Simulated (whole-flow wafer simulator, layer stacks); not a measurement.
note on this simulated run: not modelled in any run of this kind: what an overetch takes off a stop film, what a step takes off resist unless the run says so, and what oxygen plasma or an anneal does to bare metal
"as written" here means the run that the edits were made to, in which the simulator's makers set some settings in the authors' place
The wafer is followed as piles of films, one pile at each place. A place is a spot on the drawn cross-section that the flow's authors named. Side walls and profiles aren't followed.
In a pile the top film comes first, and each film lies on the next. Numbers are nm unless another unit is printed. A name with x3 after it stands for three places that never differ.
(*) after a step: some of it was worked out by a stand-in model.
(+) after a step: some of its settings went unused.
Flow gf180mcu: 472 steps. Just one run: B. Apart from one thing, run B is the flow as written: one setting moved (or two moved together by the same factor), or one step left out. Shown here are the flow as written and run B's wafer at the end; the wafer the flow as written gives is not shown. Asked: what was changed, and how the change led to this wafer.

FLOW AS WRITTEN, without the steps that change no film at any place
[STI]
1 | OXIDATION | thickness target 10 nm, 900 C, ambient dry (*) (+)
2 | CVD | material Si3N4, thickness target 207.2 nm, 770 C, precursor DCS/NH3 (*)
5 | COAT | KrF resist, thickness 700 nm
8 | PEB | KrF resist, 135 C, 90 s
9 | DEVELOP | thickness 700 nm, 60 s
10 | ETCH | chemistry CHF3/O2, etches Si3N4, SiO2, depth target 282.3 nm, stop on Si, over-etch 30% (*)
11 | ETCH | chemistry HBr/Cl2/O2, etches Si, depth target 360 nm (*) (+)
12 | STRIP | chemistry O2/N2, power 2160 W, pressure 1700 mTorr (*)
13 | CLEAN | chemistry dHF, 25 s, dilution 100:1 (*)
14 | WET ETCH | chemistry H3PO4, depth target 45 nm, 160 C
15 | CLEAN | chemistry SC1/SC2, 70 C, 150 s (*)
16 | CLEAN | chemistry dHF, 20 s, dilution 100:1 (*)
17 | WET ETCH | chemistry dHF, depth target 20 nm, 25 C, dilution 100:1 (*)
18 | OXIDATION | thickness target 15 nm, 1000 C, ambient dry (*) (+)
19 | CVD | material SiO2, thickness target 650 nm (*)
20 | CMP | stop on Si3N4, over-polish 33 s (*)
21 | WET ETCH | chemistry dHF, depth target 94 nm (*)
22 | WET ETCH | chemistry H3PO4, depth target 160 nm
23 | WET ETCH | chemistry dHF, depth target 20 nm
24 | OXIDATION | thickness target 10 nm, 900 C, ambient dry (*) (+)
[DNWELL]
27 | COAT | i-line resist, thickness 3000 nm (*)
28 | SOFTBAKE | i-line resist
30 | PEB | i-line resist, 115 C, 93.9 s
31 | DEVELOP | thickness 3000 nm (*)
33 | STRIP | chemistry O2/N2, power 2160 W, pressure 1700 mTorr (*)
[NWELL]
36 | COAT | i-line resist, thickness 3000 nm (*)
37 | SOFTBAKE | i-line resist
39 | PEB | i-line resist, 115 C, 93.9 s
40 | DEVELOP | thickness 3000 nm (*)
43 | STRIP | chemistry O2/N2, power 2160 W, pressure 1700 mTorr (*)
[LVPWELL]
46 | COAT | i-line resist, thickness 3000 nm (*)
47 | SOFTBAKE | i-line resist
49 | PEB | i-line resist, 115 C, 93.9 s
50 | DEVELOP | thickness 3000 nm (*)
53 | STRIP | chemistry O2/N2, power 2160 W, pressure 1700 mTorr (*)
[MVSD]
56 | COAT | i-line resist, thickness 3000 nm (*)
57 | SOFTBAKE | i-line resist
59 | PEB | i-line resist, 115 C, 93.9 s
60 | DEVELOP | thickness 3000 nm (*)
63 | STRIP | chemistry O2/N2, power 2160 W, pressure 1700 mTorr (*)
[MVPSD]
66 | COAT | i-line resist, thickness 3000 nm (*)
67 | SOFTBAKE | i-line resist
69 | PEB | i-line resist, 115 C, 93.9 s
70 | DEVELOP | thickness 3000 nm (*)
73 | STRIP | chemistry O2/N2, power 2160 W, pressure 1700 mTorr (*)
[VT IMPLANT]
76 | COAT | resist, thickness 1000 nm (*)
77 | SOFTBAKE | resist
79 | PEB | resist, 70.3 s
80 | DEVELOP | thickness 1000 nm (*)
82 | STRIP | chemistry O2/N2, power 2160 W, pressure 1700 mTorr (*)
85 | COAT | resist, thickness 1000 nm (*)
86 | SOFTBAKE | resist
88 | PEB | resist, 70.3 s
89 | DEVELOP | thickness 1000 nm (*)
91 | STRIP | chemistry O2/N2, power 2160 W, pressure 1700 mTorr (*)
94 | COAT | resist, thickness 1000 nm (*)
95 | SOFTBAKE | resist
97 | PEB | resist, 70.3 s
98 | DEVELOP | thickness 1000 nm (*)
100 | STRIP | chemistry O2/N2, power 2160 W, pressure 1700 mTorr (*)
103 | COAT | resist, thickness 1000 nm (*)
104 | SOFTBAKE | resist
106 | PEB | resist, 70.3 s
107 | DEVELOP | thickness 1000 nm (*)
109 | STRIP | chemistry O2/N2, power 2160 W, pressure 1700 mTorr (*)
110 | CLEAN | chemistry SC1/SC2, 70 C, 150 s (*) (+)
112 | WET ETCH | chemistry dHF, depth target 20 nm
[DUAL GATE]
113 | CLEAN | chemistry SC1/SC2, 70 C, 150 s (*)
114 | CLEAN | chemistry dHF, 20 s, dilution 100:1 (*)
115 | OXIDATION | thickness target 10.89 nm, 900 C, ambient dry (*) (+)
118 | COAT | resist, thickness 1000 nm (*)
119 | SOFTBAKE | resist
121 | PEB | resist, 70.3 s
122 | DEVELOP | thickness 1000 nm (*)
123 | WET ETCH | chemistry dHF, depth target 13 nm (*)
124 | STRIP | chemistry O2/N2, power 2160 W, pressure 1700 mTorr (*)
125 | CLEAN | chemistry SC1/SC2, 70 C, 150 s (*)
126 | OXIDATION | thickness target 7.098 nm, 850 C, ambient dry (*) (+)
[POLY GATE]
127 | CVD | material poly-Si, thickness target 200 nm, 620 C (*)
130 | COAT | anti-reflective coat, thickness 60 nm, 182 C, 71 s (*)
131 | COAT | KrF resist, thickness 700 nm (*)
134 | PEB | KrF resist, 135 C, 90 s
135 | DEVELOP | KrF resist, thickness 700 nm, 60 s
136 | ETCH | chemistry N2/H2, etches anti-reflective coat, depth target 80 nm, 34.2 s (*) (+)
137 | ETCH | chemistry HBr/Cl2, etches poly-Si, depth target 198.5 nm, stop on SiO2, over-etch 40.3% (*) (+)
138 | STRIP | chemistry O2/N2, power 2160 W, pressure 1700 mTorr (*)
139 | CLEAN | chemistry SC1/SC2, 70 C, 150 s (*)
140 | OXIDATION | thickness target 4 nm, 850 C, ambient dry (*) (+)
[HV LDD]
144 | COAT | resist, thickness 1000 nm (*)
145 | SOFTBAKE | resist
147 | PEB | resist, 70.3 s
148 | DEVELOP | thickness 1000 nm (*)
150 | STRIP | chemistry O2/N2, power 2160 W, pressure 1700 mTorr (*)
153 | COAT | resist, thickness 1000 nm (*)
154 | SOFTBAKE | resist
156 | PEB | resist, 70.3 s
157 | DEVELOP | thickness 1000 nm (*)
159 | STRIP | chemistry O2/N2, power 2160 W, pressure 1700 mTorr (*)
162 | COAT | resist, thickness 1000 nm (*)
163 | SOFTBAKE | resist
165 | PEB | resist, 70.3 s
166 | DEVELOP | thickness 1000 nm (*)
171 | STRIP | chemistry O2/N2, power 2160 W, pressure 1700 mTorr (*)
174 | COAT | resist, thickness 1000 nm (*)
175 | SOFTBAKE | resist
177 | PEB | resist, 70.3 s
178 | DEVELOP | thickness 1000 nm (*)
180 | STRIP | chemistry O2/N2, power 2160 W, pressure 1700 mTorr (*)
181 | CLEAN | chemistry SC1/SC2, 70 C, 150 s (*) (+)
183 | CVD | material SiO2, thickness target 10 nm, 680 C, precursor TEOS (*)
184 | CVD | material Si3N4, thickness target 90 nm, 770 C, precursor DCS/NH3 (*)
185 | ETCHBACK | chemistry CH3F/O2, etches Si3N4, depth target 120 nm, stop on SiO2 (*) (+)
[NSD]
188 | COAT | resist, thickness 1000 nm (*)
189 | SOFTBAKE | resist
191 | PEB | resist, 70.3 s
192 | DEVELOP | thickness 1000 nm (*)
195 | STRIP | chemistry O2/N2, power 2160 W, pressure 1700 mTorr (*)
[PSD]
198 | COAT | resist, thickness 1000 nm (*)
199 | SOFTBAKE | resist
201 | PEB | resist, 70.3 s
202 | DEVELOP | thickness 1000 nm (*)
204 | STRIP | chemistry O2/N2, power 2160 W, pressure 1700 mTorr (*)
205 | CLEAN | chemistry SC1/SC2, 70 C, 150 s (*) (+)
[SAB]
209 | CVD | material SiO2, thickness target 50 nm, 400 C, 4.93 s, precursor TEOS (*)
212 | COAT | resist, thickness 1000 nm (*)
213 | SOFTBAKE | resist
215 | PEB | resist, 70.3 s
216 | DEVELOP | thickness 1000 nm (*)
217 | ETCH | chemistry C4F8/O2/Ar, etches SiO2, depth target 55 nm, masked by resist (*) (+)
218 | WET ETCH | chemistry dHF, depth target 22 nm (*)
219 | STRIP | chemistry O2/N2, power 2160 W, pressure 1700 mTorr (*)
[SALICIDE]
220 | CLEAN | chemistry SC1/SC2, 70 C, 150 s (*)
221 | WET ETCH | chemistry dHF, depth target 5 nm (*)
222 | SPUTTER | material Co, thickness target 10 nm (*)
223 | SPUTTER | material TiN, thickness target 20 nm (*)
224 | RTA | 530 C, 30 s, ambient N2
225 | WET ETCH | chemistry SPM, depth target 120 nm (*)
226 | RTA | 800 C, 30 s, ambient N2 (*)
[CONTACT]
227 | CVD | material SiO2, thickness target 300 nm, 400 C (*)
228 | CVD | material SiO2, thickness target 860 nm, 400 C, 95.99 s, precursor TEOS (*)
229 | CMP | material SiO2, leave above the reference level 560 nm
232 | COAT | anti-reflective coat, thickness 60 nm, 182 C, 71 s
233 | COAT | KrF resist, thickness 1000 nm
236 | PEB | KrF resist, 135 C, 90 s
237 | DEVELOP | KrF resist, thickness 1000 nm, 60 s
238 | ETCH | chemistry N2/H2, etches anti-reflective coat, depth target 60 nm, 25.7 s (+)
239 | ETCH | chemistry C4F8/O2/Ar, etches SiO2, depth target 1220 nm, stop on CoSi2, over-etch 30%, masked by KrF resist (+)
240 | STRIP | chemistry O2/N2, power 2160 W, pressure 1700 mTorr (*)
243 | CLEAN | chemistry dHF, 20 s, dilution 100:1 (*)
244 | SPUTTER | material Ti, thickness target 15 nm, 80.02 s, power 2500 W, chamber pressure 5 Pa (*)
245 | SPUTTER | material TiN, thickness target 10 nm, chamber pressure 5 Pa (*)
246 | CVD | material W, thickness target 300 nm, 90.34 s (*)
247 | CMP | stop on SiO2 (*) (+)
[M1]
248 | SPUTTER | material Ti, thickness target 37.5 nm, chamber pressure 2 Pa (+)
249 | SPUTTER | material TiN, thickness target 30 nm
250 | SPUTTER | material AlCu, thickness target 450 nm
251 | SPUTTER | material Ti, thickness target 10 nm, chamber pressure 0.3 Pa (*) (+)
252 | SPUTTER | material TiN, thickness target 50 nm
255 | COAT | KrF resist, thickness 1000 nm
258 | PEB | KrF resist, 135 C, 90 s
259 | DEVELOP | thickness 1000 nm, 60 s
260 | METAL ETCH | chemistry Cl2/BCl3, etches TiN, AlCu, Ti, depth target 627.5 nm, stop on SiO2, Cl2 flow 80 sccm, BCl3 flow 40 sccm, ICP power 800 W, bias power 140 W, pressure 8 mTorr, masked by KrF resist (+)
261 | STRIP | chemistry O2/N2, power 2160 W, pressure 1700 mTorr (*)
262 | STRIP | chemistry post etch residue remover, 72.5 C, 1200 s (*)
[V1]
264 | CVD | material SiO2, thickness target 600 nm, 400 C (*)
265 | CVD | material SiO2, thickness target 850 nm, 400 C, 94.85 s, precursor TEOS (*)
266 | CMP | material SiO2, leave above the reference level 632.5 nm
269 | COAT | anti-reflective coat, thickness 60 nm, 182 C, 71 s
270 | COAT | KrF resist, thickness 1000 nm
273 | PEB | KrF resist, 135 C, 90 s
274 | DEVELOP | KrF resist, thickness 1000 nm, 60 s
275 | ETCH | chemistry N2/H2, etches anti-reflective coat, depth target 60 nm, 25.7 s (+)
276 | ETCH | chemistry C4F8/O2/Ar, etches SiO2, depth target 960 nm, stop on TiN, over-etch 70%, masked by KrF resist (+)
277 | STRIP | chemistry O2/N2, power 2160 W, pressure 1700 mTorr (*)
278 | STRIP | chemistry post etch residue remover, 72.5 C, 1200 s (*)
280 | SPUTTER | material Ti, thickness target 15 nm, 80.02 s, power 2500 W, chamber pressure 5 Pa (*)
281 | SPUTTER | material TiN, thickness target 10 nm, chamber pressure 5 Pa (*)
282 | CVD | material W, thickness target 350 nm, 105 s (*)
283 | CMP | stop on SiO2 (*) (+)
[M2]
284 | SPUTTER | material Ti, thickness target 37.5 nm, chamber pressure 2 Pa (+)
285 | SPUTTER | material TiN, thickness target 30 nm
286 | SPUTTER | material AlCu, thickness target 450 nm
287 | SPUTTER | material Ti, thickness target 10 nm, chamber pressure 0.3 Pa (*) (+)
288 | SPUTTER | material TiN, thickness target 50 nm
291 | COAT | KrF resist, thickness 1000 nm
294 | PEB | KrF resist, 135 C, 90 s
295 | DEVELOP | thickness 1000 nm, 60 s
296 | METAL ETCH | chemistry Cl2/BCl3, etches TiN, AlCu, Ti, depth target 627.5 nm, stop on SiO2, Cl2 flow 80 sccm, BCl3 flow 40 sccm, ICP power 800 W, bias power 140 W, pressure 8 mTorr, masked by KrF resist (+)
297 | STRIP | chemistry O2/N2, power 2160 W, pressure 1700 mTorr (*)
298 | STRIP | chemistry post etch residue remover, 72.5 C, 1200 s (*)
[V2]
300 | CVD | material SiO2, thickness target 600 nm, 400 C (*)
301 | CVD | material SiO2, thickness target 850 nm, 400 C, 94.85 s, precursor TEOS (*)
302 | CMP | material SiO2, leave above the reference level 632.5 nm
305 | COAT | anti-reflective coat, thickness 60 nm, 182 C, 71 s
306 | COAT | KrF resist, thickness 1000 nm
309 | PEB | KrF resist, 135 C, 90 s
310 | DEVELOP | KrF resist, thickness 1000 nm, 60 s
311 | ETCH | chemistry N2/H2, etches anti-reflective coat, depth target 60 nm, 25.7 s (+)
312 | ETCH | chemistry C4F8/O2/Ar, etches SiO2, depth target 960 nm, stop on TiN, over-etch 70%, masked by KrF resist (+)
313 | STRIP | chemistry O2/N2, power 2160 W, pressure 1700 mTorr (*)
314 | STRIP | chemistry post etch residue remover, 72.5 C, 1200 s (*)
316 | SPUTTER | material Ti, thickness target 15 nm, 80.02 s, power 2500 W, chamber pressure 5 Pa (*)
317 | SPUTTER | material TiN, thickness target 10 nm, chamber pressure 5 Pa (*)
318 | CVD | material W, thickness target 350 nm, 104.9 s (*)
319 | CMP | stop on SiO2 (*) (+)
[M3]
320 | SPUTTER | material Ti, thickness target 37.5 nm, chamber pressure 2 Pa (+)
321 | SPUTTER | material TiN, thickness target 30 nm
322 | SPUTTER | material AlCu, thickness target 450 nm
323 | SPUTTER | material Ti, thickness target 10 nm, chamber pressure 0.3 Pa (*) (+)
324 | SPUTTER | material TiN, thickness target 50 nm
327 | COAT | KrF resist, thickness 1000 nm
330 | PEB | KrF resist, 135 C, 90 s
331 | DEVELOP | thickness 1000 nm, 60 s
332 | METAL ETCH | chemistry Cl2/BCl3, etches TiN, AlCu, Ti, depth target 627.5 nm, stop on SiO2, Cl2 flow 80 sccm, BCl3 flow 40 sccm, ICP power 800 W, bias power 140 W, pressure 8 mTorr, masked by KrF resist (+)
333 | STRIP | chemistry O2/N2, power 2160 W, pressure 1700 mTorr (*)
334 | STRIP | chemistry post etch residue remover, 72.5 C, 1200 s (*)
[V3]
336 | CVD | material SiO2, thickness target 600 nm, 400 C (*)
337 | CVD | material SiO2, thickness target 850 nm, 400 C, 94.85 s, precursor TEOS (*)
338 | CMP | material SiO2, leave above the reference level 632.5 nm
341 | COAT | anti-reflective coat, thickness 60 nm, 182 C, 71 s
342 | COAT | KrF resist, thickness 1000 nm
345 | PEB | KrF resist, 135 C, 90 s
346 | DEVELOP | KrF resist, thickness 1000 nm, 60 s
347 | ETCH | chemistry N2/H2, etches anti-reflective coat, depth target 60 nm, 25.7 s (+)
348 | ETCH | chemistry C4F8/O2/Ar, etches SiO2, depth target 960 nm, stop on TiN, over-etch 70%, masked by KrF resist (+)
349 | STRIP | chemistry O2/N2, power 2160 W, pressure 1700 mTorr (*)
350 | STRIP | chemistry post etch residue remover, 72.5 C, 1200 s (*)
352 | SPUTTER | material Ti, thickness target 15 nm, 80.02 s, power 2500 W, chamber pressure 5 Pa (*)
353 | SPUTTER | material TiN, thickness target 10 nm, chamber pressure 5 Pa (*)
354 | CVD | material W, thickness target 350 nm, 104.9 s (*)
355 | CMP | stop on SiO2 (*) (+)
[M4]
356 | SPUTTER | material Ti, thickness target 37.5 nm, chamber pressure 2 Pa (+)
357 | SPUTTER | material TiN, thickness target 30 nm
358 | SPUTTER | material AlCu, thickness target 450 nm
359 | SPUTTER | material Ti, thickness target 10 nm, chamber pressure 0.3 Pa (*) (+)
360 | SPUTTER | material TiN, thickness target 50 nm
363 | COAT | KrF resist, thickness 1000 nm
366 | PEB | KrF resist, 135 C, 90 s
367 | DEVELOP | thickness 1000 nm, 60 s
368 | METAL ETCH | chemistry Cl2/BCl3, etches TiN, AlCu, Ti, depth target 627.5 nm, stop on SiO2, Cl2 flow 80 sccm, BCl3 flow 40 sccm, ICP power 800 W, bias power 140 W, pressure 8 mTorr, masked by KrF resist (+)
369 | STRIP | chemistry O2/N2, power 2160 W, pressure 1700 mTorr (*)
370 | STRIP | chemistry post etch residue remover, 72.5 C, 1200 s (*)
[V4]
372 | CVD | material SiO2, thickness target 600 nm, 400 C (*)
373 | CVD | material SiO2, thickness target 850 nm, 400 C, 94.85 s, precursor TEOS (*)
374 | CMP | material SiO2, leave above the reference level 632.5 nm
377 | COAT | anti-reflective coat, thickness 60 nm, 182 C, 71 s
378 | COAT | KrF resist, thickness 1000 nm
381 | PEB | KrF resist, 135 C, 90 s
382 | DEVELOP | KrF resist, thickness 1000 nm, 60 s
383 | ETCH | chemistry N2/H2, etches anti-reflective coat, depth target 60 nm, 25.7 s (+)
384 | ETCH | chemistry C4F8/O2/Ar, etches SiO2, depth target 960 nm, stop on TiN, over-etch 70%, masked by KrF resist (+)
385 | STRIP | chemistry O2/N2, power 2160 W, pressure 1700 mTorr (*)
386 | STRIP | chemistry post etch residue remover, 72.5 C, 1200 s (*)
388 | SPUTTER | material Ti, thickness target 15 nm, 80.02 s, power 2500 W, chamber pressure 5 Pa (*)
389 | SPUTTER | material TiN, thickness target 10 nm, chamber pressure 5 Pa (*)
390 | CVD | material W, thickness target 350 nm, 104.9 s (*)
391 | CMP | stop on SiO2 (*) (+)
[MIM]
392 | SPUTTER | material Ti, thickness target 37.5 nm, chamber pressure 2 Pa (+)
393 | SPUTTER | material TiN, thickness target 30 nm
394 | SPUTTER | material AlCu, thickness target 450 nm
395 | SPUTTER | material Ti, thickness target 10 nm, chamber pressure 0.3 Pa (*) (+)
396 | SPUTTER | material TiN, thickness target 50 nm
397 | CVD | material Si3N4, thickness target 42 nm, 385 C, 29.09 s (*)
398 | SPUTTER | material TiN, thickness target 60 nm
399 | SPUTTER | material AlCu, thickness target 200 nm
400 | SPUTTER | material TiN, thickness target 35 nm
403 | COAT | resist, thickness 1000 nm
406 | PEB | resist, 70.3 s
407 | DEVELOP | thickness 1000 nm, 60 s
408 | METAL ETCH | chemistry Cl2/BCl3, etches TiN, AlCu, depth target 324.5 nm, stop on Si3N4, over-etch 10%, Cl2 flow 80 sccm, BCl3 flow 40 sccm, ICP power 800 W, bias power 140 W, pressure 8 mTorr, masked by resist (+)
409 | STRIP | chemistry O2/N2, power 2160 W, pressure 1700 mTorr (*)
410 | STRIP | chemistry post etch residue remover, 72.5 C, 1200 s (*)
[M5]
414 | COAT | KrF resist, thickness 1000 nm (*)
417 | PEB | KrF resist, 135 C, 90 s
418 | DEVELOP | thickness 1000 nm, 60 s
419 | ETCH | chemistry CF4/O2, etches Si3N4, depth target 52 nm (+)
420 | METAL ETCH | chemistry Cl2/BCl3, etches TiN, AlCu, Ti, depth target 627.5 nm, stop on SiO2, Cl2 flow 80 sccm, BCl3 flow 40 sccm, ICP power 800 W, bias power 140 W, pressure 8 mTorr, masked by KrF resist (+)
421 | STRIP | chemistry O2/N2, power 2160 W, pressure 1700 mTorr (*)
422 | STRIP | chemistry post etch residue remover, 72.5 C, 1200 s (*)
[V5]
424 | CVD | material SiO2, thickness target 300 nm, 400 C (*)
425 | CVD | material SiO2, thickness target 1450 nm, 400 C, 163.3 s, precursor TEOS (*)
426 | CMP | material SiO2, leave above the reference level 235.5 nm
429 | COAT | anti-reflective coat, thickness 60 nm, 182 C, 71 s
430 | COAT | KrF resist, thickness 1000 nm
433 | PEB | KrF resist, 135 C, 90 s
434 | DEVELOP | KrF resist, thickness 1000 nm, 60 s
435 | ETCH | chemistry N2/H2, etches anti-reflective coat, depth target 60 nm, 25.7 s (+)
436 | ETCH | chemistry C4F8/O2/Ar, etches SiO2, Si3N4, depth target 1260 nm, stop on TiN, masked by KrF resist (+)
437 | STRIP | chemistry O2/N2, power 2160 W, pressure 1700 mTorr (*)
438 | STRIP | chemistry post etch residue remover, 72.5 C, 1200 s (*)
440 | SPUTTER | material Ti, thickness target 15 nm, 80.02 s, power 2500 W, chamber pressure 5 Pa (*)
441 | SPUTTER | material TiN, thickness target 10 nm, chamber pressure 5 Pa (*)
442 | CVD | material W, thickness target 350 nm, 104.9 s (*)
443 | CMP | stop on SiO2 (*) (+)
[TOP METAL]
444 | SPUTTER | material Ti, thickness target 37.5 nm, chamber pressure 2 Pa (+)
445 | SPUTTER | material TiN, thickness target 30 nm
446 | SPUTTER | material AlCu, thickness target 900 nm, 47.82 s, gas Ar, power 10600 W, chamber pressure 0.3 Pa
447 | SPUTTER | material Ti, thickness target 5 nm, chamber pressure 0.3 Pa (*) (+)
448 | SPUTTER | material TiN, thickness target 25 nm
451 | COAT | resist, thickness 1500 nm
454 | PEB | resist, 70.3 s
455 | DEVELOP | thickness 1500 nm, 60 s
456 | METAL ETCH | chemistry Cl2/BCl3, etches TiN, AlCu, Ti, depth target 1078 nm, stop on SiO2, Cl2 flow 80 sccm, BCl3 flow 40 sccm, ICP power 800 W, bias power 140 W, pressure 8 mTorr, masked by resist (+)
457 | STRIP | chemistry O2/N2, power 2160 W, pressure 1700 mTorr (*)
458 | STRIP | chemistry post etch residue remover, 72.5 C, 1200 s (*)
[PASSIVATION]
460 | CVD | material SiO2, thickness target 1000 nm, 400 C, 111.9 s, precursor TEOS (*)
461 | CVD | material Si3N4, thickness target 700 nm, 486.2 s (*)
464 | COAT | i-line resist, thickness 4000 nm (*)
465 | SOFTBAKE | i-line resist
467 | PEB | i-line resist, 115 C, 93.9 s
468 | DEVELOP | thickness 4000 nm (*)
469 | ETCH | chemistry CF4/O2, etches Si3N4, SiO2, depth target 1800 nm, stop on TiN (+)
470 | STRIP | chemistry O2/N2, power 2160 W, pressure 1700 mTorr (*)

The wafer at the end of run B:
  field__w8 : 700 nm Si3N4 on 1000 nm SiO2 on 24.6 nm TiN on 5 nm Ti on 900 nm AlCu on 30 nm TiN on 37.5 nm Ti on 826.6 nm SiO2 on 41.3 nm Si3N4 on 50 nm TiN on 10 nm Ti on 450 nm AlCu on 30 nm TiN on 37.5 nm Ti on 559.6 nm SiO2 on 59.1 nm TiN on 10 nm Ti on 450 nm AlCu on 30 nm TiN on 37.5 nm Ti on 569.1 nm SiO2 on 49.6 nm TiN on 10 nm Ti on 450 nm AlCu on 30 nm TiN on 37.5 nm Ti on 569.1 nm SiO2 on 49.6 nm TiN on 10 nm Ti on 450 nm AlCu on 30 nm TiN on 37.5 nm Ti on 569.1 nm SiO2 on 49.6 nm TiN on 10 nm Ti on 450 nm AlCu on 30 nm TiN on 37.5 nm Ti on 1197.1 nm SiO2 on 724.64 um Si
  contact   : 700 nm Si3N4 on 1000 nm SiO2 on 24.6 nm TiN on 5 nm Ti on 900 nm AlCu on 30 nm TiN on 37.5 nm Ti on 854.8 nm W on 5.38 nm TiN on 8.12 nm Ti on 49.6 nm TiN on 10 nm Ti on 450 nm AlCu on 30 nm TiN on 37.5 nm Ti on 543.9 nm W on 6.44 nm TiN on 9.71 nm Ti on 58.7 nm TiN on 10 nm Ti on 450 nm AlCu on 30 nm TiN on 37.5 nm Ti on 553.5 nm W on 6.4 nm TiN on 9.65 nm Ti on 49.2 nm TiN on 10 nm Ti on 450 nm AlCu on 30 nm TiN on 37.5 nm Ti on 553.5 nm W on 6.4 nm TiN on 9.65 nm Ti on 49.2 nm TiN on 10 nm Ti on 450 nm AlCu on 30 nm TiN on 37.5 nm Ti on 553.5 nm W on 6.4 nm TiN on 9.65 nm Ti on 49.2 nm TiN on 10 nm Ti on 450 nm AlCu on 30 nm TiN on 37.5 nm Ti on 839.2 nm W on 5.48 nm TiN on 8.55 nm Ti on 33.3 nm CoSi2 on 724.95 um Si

The reason: step 360, SPUTTER: thickness target 59.5 nm was run, though the flow has thickness target 50 nm.

Step by step, how the change led to this:
  360 | SPUTTER | material TiN, thickness target 50 nm
      field, field__w1, field__w2 and 108 more: +59.5 TiN (new film) (as written it would have been: +50 TiN (new film))
  368 | METAL ETCH | chemistry Cl2/BCl3, etches TiN, AlCu, Ti, depth target 627.5 nm, stop on SiO2, Cl2 flow 80 sccm, BCl3 flow 40 sccm, ICP power 800 W, bias power 140 W, pressure 8 mTorr, masked by KrF resist (+)
      field, field__w1, field__w2 and 103 more: -59.5 TiN (all of it), -10 Ti (all of it), -450 AlCu (all of it), -30 TiN (all of it), -37.5 Ti (all of it) (as written it would have been: -50 TiN (all of it), -10 Ti (all of it), -450 AlCu (all of it), -30 TiN (all of it), -37.5 Ti (all of it))
